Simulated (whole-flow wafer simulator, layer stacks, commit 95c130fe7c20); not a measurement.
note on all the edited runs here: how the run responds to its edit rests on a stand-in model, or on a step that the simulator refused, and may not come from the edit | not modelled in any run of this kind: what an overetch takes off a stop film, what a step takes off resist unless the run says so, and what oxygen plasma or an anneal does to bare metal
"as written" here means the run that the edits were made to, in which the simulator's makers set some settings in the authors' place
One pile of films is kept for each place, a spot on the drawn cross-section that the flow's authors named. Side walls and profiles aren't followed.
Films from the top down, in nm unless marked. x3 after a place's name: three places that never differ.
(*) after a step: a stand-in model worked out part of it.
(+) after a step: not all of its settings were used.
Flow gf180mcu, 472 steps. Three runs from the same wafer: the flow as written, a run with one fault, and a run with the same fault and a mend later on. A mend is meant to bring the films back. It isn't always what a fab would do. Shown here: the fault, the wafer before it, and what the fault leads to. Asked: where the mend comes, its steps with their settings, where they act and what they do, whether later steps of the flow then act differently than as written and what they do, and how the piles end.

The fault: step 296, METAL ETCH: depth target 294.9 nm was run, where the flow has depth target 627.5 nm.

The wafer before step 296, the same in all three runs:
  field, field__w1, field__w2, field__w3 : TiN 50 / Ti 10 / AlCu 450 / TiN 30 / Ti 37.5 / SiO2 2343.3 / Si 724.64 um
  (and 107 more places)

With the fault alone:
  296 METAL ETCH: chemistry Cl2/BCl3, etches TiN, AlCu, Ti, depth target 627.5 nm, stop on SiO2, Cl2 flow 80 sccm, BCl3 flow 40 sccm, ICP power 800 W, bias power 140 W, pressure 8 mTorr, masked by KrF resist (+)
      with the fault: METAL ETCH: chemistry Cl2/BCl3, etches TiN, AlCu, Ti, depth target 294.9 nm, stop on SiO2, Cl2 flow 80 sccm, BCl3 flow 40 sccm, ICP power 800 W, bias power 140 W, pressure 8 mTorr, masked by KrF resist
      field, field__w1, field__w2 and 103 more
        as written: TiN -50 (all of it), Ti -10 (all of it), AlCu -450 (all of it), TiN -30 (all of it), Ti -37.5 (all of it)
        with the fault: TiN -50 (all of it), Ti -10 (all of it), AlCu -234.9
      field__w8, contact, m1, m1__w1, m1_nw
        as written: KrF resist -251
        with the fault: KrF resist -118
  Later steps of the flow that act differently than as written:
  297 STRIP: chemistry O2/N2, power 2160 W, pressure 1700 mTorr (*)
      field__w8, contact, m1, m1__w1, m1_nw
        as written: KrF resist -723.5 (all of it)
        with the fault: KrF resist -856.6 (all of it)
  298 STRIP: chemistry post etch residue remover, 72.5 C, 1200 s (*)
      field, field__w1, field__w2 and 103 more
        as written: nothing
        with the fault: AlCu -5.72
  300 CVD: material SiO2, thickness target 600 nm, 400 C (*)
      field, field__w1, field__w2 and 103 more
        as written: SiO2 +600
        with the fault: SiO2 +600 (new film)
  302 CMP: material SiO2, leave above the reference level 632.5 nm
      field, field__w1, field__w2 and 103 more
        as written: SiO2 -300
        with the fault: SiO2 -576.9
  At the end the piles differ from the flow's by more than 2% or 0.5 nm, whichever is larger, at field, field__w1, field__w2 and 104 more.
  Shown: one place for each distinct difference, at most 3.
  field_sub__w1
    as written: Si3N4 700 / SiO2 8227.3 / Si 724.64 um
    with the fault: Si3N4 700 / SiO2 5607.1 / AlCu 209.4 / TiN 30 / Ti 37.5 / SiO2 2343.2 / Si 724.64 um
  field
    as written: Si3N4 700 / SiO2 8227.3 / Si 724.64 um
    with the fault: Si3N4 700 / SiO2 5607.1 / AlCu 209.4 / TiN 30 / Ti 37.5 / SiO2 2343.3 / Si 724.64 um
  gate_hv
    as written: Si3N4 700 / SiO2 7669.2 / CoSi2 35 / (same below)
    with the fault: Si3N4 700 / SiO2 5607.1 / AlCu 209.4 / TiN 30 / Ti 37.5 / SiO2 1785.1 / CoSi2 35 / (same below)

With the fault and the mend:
  The mend comes after step 298.
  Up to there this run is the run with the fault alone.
  298a DEHYDRATE: 200 C, 60 s (the flow's step 289 once more)
      changes no film at any place that is followed
  298b HMDS: 120 C, 60 s (the flow's step 290 once more)
      changes no film at any place that is followed
  298c COAT: KrF resist, thickness 1000 nm (*) (the flow's step 291 once more)
      iso_ptap_pw, iso_ntap_nw, iso_nw_fld and 33 more
        KrF resist +1000 (new film)
      field__w5, field__w9, field__w10 and 15 more
        KrF resist +1002 (new film)
      field__w6, field_sub__w2, field_sub__w4 and 15 more
        KrF resist +1001.9 (new film)
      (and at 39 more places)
  298d SOFTBAKE: KrF resist (the flow's step 292 once more)
      changes no film at any place that is followed
  298e EXPOSE: photomask Metal2 (the flow's step 293 once more)
      changes no film at any place that is followed
  298f PEB: KrF resist, 135 C, 90 s (the flow's step 294 once more)
      field__w1, field__w2, field__w3 and 58 more
        KrF resist -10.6
      iso_ptap_pw, iso_ntap_nw, iso_nw_fld and 33 more
        KrF resist -10.5
      sd_p, gate_p, nw_sep_fld, polyc_n
        KrF resist -10.7
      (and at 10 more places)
  298g DEVELOP: thickness 1000 nm, 60 s (the flow's step 295 once more)
      iso_ptap_pw, iso_ntap_nw, iso_nw_fld and 33 more
        KrF resist -989.5 (all of it)
      field_sub__w2, field_sub__w4, ld_sd_n and 12 more
        KrF resist -991.3 (all of it)
      field__w5, field__w6, field__w9 and 9 more
        KrF resist -991.4 (all of it)
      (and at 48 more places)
  298h METAL ETCH: chemistry Cl2/BCl3, etches TiN, AlCu, Ti, depth target 332.6 nm, stop on SiO2, Cl2 flow 80 sccm, BCl3 flow 40 sccm, ICP power 800 W, bias power 140 W, pressure 8 mTorr, masked by KrF resist (+) (the flow's step 296 once more, with other settings)
      field, field__w1, field__w2 and 103 more
        AlCu -209.4 (all of it), TiN -30 (all of it), Ti -37.5 (all of it)
      field__w8, contact, m1, m1__w1, m1_nw
        KrF resist -133
  298i STRIP: chemistry O2/N2, power 2160 W, pressure 1700 mTorr (*) (the flow's step 297 once more)
      field__w8
        KrF resist -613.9 (all of it)
      contact
        KrF resist -612.2 (all of it)
      m1
        KrF resist -613.8 (all of it)
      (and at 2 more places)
  298j STRIP: chemistry post etch residue remover, 72.5 C, 1200 s (*) (the flow's step 298 once more)
      field__w8, contact, m1, m1__w1, m1_nw
        TiN -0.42
  No later step of the flow acts differently than as written, at any place that is followed, by more than 2% or 0.5 nm, whichever is larger.
  At the end the piles differ from the flow's only slightly at the places that both follow, by at most 2% or 0.5 nm, whichever is larger.
